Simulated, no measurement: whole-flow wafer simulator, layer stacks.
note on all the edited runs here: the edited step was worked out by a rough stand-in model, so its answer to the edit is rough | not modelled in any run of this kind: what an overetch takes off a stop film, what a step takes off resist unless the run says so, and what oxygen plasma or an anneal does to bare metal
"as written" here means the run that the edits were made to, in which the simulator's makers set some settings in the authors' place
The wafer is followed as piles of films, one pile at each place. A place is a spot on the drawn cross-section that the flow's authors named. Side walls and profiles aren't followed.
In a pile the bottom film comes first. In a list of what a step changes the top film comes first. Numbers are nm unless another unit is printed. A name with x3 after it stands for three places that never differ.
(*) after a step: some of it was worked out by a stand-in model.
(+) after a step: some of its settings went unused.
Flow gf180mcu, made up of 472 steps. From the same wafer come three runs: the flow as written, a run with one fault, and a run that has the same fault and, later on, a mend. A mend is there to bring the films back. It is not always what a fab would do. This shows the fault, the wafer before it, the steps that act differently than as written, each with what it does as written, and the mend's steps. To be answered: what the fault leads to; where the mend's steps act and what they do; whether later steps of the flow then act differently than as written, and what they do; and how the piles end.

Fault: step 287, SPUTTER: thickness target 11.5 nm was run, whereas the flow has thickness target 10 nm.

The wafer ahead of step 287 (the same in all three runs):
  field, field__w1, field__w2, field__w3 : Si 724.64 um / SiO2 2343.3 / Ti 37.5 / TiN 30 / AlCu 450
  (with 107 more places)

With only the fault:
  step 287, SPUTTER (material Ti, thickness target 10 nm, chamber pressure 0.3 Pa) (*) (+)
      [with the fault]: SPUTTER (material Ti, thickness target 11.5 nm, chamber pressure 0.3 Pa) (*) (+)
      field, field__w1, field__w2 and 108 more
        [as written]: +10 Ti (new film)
        [with the fault]: +11.5 Ti (new film)
  Steps later in the flow that act otherwise than as written (not shown: 5 more steps that differ only slightly, by at most 2% or 0.5 nm, whichever is larger):
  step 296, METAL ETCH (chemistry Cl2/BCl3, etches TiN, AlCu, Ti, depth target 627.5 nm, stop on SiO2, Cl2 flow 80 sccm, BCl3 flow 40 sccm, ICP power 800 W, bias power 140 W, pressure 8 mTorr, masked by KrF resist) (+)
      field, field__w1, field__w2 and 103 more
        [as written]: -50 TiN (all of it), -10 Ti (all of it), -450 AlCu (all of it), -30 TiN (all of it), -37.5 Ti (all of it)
        [with the fault]: -50 TiN (all of it), -11.5 Ti (all of it), -450 AlCu (all of it), -30 TiN (all of it), -37.5 Ti (all of it)
  At field__w8, contact, m1, m1__w1, m1_nw, the piles at the end differ from the flow's by more than 2% or 0.5 nm, whichever is larger.
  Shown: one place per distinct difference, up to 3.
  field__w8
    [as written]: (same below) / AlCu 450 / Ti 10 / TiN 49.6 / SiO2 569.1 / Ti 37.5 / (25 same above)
    [with the fault]: (same below) / AlCu 450 / Ti 11.5 / TiN 49.6 / SiO2 567.6 / Ti 37.5 / (25 same above)
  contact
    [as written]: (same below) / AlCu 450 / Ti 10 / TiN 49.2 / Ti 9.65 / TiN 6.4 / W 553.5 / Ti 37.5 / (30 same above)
    [with the fault]: (same below) / AlCu 450 / Ti 11.5 / TiN 49.2 / Ti 9.66 / TiN 6.41 / W 552 / Ti 37.5 / (30 same above)

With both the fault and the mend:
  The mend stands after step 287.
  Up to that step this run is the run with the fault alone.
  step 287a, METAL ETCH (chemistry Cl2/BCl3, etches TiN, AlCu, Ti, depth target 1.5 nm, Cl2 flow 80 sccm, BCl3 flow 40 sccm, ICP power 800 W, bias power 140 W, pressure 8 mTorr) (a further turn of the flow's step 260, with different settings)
      field, field__w1, field__w2 and 108 more
        -1.5 Ti
  Later steps of the flow that are run all act as written at every place that is followed.
  At every place that both follow, the piles at the end match the flow's.
